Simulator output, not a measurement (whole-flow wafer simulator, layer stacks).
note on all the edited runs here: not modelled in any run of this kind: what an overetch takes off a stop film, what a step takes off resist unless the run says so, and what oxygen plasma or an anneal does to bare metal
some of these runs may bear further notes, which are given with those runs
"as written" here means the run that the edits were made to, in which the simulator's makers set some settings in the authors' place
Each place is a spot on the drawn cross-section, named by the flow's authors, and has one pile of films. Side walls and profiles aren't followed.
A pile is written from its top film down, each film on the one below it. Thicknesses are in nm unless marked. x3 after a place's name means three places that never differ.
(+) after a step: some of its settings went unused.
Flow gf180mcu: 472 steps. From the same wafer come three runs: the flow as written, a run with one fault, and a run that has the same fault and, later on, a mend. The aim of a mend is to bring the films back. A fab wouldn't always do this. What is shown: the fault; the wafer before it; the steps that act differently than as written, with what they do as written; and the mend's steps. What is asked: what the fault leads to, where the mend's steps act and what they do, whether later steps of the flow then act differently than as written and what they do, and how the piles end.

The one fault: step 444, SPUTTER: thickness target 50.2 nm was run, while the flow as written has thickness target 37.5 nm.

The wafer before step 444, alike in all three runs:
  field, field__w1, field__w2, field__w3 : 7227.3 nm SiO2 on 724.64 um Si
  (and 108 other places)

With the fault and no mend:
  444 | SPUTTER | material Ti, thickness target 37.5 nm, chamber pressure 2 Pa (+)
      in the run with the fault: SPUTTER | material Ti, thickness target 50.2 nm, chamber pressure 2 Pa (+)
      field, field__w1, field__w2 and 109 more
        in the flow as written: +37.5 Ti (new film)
        in the run with the fault: +50.2 Ti (new film)
  Later steps of the flow acting differently than as written (4 more steps, not shown, differ only slightly: by at most 2% or 0.5 nm, whichever is larger):
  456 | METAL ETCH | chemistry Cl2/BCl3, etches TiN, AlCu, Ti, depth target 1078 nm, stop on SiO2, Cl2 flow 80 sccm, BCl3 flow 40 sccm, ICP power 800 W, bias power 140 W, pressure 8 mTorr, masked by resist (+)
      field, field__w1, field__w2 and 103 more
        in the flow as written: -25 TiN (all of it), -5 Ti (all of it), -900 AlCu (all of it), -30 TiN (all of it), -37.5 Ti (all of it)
        in the run with the fault: -25 TiN (all of it), -5 Ti (all of it), -900 AlCu (all of it), -30 TiN (all of it), -50.2 Ti (all of it)
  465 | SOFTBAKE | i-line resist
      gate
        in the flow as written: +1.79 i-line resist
        in the run with the fault: -0.27 i-line resist
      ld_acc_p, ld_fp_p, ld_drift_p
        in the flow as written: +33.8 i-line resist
        in the run with the fault: +27.4 i-line resist
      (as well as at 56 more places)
  At field__w8, contact, m1, m1__w1, pad, m1_nw, the piles at the end differ from the flow's by more than 2% or 0.5 nm, whichever is larger.
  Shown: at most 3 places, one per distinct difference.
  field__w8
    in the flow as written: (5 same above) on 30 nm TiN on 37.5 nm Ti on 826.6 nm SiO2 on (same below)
    in the run with the fault: (5 same above) on 30 nm TiN on 50.2 nm Ti on 826.6 nm SiO2 on (same below)
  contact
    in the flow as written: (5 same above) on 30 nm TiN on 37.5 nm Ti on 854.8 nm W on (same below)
    in the run with the fault: (5 same above) on 30 nm TiN on 50.2 nm Ti on 854.8 nm W on (same below)
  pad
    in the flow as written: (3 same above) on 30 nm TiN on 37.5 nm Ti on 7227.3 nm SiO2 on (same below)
    in the run with the fault: (3 same above) on 30 nm TiN on 50.2 nm Ti on 7227.3 nm SiO2 on (same below)

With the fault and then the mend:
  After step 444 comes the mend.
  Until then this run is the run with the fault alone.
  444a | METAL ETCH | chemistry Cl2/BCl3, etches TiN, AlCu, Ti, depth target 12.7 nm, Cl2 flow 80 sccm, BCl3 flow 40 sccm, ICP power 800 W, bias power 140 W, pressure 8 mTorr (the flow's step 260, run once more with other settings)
      field, field__w1, field__w2 and 109 more
        -12.7 Ti
  Every later step of the flow that is run acts as written at every place that is followed.
  By the end, the piles equal the flow's at every place that both follow.
